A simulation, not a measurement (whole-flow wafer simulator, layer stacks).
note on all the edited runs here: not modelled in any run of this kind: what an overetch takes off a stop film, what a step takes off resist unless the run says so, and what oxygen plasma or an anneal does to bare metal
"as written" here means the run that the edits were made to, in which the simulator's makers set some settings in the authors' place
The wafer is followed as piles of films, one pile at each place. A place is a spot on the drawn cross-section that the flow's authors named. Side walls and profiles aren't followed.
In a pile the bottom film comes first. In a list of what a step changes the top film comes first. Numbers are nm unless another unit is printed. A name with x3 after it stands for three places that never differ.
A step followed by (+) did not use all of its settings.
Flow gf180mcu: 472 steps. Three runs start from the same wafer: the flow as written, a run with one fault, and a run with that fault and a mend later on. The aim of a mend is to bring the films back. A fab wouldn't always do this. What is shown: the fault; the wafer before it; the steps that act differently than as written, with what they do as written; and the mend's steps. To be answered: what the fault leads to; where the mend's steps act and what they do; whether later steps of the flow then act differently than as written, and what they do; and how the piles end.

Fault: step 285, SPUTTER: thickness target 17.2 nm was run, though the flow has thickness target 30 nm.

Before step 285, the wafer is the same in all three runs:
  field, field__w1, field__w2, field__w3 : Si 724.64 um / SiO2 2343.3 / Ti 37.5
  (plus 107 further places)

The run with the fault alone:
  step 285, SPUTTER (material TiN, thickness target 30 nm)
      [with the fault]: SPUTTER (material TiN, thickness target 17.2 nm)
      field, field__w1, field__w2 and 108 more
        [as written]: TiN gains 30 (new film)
        [with the fault]: TiN gains 17.2 (new film)
  Later steps of the flow acting differently than as written:
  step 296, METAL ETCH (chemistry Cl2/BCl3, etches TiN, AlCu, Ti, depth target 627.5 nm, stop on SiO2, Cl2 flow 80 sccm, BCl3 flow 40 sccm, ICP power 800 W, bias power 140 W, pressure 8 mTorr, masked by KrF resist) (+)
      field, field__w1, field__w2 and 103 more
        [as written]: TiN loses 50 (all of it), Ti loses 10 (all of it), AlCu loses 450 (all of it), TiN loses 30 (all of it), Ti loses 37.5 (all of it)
        [with the fault]: TiN loses 50 (all of it), Ti loses 10 (all of it), AlCu loses 450 (all of it), TiN loses 17.2 (all of it), Ti loses 37.5 (all of it)
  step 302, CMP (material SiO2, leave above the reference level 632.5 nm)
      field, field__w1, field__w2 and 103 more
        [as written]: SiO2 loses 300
        [with the fault]: SiO2 loses 312.8
  At field__w8, contact, m1, m1__w1, m1_nw, the piles at the end differ from the flow's by more than 2% or 0.5 nm, whichever is larger.
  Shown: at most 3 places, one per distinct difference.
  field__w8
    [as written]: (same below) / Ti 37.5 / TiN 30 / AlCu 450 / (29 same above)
    [with the fault]: (same below) / Ti 37.5 / TiN 17.2 / AlCu 450 / (29 same above)
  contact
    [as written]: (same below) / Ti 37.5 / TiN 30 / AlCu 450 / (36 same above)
    [with the fault]: (same below) / Ti 37.5 / TiN 17.2 / AlCu 450 / (36 same above)

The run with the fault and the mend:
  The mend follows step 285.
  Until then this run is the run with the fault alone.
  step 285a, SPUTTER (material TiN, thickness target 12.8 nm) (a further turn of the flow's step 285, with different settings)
      field, field__w1, field__w2 and 108 more
        TiN gains 12.8
  None of the later steps of the flow acts differently than as written at any place that is followed.
  The piles end the same as the flow's at every place that both follow.
